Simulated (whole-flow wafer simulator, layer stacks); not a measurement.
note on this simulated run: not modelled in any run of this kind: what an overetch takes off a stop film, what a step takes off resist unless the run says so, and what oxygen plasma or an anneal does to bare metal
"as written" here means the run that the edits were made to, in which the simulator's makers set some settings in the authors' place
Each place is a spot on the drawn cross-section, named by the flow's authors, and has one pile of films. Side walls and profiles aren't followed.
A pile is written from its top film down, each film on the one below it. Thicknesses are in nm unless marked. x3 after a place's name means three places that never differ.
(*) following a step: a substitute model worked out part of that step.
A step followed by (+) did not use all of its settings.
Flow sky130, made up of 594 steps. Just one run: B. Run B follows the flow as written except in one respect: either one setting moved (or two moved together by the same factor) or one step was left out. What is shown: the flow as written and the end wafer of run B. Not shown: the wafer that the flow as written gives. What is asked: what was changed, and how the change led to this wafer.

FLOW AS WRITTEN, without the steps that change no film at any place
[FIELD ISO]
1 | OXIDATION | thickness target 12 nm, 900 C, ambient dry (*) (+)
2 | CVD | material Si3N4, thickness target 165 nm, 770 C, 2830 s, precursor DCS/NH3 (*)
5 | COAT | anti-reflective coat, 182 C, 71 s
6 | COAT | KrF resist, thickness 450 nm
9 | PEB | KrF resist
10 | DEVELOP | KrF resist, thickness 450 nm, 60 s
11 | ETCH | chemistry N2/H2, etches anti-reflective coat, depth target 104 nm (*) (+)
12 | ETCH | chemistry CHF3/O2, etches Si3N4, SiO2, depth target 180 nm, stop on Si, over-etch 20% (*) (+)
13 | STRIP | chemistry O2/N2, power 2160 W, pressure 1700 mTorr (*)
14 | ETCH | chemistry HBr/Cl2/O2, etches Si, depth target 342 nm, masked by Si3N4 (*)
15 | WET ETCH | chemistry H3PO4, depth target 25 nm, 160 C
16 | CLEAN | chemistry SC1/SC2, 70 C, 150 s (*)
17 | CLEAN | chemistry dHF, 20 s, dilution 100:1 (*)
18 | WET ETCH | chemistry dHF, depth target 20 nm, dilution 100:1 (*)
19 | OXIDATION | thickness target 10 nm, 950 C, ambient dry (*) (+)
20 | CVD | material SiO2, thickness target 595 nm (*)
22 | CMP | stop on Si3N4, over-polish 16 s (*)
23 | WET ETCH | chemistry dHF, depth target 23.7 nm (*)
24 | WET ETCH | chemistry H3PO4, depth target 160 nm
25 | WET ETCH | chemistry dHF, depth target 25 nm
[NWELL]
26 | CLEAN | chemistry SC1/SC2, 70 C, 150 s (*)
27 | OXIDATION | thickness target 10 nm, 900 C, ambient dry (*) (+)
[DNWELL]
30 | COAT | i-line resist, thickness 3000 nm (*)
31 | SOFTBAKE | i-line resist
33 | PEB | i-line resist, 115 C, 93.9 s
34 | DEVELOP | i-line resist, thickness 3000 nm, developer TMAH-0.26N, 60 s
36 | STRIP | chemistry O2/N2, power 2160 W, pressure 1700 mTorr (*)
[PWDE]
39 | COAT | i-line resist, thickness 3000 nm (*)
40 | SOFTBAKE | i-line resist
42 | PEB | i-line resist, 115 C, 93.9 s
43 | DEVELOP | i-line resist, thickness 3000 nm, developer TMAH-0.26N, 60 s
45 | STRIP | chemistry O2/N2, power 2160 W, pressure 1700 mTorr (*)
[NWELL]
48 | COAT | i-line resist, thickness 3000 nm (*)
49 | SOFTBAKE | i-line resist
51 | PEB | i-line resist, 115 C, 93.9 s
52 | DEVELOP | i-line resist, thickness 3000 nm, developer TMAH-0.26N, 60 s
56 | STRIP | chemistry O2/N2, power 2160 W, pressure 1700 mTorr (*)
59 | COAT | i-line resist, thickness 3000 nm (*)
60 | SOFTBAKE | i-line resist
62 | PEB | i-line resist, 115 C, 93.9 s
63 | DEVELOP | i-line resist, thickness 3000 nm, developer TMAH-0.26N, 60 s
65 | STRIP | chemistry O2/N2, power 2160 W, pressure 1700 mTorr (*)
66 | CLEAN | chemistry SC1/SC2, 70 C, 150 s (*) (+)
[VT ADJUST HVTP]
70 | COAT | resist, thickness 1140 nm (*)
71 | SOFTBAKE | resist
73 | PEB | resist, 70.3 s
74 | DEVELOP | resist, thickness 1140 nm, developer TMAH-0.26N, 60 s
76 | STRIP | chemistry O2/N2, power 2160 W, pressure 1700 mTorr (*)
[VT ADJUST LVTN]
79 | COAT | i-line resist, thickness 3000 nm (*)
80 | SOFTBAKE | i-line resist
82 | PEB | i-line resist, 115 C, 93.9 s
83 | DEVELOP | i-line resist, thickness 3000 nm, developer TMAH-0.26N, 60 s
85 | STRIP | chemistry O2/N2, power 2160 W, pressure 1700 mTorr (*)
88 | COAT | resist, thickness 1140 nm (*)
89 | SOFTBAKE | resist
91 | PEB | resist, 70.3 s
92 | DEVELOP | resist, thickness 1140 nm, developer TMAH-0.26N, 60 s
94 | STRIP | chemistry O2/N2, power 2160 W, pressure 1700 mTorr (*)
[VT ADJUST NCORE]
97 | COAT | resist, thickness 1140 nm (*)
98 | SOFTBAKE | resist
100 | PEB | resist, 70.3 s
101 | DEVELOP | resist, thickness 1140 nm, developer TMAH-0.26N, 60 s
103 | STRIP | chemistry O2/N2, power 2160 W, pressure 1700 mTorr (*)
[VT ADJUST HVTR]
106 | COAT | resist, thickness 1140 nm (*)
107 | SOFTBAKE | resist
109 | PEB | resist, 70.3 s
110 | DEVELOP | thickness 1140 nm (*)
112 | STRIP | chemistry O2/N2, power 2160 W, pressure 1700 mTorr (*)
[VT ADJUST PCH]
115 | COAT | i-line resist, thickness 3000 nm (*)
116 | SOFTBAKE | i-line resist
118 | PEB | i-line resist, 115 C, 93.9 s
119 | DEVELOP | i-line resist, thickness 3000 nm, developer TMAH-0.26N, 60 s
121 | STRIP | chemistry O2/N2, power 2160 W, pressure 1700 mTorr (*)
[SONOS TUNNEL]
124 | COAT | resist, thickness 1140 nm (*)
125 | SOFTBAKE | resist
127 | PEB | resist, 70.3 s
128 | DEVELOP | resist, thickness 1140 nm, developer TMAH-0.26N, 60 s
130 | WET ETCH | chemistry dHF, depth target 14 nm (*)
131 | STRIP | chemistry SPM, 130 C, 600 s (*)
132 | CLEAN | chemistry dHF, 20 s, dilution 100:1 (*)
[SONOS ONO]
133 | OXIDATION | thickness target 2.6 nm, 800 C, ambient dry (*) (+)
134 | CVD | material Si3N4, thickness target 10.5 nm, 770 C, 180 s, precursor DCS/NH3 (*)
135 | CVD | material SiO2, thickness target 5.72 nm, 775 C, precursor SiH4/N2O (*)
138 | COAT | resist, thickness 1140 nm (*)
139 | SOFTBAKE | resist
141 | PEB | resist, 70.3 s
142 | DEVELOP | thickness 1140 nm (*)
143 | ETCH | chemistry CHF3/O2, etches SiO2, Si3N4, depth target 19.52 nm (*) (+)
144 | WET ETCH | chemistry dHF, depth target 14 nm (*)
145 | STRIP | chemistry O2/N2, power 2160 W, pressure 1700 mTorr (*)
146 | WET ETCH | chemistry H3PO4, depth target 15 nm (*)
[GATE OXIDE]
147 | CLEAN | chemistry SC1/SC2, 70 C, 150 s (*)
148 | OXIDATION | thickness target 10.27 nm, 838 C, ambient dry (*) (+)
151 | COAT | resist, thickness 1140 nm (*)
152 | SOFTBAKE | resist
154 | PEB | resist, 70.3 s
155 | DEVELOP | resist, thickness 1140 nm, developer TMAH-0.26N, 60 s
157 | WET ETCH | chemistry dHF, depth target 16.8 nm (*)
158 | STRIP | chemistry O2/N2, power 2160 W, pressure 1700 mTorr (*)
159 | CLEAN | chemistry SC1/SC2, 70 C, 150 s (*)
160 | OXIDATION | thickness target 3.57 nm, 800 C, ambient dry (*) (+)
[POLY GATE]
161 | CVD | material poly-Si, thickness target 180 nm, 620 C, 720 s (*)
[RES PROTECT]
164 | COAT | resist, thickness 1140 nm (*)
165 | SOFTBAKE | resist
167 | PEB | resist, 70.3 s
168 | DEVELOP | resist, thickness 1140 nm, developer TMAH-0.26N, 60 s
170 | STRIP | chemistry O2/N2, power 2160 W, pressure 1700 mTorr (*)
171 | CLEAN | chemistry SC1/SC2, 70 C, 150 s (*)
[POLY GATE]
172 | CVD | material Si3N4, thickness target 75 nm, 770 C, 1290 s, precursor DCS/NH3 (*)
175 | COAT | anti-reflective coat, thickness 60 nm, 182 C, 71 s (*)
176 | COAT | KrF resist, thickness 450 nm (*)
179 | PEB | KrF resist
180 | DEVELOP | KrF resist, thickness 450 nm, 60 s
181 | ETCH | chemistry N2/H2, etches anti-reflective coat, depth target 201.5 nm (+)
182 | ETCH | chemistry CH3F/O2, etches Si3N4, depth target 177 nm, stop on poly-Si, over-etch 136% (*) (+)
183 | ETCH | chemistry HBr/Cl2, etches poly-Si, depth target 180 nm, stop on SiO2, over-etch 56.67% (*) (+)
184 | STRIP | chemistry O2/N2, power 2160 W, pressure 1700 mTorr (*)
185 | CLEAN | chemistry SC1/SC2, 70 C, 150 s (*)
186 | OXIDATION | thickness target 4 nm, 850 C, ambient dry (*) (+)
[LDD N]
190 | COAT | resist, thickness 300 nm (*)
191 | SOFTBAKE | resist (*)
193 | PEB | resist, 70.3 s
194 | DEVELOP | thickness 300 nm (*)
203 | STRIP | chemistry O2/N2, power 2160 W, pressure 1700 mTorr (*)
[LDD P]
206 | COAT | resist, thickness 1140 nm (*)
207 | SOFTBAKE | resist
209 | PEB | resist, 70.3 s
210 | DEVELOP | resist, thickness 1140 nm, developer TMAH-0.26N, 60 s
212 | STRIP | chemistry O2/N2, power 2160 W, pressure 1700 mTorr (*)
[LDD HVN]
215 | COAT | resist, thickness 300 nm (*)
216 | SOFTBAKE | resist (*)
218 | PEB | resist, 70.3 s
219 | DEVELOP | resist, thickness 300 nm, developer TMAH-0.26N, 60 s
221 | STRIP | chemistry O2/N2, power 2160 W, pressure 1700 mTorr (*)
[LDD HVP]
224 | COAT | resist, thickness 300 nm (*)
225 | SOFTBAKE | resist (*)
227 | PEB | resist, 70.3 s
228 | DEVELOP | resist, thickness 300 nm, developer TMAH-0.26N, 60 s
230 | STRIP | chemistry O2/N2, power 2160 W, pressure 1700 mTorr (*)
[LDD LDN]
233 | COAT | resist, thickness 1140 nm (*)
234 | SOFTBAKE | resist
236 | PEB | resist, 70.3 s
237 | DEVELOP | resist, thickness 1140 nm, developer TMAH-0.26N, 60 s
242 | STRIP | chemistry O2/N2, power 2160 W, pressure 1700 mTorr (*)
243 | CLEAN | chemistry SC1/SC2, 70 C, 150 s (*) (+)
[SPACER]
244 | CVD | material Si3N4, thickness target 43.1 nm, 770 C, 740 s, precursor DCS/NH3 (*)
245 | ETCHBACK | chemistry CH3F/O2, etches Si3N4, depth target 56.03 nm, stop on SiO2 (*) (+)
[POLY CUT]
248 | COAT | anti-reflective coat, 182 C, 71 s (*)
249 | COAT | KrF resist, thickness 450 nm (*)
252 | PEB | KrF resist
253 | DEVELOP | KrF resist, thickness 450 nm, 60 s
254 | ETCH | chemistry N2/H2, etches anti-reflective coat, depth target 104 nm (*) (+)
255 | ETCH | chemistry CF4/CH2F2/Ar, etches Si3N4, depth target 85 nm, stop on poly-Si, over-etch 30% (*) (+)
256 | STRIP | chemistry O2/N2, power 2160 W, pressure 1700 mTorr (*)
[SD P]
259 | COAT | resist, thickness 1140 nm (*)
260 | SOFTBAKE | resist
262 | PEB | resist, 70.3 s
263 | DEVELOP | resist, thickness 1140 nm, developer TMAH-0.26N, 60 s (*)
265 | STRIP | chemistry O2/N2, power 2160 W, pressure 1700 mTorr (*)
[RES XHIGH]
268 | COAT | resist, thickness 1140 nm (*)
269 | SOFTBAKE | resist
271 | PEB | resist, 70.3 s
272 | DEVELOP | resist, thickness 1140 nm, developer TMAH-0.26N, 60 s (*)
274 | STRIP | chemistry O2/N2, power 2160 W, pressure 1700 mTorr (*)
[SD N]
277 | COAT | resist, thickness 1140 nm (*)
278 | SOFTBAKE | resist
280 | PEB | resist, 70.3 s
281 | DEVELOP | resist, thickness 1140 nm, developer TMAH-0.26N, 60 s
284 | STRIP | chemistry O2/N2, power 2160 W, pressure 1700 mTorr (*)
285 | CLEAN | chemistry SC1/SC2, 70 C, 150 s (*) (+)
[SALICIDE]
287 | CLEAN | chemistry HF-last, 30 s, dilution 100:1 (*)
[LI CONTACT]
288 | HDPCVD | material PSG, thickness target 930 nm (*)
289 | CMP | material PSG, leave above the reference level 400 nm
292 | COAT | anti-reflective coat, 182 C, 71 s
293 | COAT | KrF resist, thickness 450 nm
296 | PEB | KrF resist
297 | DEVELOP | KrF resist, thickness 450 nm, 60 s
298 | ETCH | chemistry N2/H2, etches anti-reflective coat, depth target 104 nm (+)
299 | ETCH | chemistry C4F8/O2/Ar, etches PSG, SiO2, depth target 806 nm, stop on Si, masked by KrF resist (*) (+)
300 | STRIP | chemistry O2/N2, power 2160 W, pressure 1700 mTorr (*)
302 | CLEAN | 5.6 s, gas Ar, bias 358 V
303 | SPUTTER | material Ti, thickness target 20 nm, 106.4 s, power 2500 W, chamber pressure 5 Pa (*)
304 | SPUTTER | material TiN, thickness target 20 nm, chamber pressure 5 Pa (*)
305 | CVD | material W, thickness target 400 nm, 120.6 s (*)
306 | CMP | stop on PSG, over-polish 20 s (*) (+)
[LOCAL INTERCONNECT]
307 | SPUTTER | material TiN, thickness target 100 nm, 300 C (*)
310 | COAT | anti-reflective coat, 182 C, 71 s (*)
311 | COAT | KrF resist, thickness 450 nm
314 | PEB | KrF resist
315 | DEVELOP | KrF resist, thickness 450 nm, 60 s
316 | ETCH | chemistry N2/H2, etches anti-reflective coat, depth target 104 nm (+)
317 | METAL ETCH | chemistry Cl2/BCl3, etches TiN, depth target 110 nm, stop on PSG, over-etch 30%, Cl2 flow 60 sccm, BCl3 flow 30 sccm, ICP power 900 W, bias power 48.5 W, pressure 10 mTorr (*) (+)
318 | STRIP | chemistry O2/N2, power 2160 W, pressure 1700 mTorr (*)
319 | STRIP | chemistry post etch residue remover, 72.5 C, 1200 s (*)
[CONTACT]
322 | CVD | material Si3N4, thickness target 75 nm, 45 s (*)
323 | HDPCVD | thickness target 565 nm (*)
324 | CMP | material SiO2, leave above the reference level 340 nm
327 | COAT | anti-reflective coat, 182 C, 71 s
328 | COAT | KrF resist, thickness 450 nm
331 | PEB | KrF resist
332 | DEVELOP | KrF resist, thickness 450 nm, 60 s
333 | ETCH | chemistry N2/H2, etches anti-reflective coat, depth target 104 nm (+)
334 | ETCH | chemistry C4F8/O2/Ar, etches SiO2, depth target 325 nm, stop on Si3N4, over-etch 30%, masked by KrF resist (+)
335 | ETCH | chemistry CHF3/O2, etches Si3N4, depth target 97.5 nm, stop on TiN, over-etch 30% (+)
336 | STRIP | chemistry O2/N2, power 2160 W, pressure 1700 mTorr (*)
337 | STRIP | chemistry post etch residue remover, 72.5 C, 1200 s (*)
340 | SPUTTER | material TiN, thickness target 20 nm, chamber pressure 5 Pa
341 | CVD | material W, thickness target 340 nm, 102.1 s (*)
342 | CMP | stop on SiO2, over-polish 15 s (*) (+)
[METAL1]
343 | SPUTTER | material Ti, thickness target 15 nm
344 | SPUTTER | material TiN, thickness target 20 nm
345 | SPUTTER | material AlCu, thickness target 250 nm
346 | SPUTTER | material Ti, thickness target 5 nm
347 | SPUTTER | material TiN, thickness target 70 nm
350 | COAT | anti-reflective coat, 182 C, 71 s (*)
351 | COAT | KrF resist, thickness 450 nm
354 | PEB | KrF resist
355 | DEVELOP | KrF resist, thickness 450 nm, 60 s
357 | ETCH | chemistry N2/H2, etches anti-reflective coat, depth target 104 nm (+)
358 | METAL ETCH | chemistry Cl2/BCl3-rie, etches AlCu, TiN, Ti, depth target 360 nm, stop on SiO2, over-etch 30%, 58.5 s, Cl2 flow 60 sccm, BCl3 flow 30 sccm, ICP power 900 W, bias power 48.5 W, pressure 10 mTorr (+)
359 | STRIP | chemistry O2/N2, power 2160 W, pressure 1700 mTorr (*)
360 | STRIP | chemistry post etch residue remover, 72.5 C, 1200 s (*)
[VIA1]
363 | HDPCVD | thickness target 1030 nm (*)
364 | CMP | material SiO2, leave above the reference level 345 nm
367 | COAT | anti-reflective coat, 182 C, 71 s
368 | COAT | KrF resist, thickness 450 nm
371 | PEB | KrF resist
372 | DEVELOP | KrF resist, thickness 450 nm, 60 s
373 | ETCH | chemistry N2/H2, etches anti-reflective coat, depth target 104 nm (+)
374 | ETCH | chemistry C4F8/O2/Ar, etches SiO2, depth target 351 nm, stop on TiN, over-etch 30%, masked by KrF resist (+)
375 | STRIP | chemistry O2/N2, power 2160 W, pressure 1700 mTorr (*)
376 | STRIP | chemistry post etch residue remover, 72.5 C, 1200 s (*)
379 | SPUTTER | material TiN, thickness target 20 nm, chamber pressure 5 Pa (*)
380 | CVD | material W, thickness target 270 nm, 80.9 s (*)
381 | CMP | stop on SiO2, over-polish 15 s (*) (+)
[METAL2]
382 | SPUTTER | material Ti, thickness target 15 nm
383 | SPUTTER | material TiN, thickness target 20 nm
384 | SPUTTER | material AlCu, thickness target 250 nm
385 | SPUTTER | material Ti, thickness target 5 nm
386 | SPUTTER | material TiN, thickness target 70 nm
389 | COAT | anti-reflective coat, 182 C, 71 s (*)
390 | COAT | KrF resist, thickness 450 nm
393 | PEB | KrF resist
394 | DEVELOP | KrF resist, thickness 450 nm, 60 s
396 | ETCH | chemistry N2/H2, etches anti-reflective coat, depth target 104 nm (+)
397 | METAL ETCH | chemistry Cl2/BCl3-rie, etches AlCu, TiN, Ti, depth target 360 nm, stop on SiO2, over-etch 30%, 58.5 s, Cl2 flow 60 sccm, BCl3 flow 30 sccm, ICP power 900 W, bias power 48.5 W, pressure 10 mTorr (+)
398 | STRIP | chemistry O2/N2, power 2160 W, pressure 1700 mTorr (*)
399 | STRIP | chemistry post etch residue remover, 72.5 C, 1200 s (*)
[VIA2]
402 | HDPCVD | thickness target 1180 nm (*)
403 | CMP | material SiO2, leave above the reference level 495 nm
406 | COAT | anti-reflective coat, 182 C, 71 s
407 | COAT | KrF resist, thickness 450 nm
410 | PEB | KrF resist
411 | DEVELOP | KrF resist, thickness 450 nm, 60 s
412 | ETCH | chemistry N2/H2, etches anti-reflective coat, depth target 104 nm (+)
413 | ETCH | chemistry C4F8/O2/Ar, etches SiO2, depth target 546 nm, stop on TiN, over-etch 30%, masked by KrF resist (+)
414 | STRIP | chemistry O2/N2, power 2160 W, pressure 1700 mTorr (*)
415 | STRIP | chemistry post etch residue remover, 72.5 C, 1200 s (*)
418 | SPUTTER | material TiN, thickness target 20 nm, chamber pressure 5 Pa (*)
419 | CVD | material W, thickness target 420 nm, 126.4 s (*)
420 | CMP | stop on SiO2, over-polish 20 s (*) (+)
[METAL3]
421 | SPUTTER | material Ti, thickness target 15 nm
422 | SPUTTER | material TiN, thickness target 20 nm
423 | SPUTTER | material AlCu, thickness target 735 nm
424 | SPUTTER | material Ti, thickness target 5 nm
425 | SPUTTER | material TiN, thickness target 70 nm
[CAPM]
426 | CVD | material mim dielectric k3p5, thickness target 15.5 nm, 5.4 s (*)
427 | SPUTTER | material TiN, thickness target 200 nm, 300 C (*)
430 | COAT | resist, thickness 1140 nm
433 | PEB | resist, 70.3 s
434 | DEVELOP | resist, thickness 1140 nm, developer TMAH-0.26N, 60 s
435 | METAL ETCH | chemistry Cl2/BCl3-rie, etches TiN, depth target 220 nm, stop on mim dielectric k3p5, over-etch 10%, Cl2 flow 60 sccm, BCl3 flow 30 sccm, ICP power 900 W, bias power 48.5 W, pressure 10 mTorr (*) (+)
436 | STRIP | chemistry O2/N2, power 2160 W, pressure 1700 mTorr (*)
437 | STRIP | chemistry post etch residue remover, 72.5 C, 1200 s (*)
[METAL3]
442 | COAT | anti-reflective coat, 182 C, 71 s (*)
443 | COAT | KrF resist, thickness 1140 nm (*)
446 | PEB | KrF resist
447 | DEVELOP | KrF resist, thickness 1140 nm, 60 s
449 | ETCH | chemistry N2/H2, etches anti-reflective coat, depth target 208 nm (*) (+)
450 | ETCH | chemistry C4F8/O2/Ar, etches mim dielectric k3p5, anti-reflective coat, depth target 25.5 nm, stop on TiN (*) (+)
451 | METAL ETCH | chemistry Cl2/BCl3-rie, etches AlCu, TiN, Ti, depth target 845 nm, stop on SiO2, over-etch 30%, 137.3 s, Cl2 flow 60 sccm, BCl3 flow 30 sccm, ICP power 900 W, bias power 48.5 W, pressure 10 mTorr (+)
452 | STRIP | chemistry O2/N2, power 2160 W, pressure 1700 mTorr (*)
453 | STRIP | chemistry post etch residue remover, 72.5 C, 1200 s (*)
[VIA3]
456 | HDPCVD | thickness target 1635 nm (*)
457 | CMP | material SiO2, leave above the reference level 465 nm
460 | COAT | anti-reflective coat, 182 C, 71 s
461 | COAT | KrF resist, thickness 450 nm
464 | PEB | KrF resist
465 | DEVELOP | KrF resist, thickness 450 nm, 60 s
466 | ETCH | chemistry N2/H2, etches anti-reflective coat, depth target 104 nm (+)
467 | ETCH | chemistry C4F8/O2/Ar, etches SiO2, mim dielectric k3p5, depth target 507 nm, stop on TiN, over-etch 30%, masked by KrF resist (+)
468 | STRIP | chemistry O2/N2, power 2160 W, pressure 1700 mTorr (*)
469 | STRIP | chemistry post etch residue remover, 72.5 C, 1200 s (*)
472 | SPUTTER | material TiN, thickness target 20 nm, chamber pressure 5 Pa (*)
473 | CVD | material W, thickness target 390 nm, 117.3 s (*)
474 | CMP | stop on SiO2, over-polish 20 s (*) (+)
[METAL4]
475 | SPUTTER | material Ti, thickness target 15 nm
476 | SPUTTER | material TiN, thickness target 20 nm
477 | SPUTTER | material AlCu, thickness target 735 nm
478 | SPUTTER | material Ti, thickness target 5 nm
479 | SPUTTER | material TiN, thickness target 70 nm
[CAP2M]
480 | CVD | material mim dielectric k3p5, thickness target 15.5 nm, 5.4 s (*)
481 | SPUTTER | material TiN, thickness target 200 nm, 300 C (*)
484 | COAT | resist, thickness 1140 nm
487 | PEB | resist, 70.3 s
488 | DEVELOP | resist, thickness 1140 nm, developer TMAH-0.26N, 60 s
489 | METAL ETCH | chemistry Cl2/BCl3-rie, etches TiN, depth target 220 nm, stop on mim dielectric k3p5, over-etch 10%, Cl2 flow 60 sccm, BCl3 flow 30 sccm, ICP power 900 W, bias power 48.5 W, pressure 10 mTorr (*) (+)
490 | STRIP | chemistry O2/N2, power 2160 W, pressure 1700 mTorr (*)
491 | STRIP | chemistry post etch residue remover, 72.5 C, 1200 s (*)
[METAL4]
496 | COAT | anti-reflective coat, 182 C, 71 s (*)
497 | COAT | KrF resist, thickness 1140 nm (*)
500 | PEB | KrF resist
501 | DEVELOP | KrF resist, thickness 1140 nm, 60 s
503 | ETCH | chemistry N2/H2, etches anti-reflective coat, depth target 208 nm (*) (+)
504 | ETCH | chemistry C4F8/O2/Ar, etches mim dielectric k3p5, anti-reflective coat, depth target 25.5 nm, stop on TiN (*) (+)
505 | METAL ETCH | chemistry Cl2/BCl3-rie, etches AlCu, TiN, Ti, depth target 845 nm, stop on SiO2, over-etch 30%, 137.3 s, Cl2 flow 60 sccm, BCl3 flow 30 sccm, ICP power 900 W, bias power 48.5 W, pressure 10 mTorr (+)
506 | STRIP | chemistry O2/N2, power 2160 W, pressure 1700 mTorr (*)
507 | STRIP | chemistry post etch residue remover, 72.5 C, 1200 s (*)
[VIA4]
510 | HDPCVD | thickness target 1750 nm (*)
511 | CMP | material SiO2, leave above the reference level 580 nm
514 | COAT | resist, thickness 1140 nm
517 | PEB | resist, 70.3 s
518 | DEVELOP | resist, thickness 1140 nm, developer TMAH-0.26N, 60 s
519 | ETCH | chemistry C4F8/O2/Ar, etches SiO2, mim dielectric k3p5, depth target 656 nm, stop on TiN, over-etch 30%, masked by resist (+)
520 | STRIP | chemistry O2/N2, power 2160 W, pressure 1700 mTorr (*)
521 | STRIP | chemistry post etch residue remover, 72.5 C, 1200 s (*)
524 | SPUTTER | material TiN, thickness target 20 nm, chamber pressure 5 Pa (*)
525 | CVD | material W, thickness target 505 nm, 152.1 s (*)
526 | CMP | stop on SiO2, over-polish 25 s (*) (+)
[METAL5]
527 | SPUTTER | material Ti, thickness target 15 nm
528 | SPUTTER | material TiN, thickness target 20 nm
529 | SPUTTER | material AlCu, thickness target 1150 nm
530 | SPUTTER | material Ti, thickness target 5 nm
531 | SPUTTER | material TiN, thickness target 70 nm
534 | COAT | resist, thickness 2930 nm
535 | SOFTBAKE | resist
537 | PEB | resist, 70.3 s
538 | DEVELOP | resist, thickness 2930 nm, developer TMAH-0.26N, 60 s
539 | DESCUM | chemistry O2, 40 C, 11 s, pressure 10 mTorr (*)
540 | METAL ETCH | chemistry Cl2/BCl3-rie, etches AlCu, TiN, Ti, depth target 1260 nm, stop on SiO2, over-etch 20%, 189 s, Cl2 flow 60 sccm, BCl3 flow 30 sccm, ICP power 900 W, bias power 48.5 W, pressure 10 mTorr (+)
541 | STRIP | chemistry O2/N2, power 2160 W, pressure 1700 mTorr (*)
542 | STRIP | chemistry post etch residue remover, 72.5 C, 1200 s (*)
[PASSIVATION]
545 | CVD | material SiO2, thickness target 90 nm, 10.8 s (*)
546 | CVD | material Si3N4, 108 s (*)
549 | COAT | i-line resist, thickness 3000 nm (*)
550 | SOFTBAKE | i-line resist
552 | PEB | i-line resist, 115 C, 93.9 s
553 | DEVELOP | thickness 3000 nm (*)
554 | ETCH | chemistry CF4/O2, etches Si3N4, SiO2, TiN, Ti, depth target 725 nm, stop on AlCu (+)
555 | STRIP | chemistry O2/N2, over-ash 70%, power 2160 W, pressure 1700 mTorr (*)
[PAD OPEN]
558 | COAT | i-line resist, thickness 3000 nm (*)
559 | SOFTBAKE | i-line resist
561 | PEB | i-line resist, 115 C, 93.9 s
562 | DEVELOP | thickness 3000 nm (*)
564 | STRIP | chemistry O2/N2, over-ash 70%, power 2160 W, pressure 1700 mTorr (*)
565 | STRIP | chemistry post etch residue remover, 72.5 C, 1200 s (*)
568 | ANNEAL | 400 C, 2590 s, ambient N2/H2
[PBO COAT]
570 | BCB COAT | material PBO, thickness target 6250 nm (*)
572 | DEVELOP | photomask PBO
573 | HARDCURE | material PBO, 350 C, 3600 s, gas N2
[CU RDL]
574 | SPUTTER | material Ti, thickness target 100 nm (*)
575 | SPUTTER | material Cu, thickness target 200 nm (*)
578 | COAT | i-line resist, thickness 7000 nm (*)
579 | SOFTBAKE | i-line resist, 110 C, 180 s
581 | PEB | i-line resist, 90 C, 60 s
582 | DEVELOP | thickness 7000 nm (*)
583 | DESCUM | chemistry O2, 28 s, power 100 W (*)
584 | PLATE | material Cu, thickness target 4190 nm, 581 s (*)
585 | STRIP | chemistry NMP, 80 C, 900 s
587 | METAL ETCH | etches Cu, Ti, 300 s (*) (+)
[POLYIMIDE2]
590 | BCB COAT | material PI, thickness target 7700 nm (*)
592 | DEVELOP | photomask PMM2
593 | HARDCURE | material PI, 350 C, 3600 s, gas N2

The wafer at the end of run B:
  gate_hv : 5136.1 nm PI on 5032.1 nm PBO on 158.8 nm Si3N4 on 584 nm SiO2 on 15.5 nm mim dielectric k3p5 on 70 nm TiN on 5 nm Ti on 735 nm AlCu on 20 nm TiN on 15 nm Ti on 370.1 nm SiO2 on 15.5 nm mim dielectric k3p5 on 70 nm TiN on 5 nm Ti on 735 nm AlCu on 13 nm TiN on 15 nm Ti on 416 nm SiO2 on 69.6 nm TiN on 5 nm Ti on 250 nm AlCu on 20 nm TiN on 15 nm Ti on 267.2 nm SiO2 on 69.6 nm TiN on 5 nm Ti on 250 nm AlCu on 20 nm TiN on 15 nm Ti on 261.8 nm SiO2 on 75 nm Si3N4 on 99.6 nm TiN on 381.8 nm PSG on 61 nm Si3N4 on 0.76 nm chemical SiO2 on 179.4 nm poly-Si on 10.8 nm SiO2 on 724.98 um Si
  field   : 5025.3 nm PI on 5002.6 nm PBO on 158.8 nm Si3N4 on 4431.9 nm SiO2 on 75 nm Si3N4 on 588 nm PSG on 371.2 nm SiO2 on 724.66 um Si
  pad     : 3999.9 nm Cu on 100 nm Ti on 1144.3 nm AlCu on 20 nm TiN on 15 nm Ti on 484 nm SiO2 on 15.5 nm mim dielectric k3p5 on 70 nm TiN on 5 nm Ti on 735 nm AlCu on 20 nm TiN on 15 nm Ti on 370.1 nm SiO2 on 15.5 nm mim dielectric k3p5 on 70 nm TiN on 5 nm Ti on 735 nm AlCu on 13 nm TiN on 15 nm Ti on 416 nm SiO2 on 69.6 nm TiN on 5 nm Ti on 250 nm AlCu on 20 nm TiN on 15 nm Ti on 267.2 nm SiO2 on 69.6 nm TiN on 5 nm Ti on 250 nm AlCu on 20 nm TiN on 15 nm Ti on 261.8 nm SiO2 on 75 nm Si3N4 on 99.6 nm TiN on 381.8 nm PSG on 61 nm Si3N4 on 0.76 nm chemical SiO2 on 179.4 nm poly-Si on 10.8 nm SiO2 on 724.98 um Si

What caused this: step 422, SPUTTER: thickness target 13 nm was run, whereas the flow has thickness target 20 nm.
One can read it off the wafer: gate_hv has TiN 13, and step 422 as written asks for 20 nm.

The path from the change to this, step by step:
  422 | SPUTTER | material TiN, thickness target 20 nm
      field, active, n_well and 188 more: +13 TiN (new film) (it would be, as written: +20 TiN (new film))
  451 | METAL ETCH | chemistry Cl2/BCl3-rie, etches AlCu, TiN, Ti, depth target 845 nm, stop on SiO2, over-etch 30%, 137.3 s, Cl2 flow 60 sccm, BCl3 flow 30 sccm, ICP power 900 W, bias power 48.5 W, pressure 10 mTorr (+)
      field, gate, spacer and 61 more: -70 TiN (all of it), -5 Ti (all of it), -735 AlCu (all of it), -13 TiN (all of it), -15 Ti (all of it), -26 SiO2 (it would be, as written: -70 TiN (all of it), -5 Ti (all of it), -735 AlCu (all of it), -20 TiN (all of it), -15 Ti (all of it), -25.4 SiO2)
      active, vpp_l1ln, via_li1, sonos_guard_hv, iso_guard_nw, rxpo_ln, rpm_encl_urpm: -70 TiN (all of it), -5 Ti (all of it), -735 AlCu (all of it), -13 TiN (all of it), -15 Ti (all of it), -26 SiO2 (it would be, as written: -70 TiN (all of it), -5 Ti (all of it), -735 AlCu (all of it), -20 TiN (all of it), -15 Ti (all of it), -25.3 SiO2)
      (also at 14 further places)
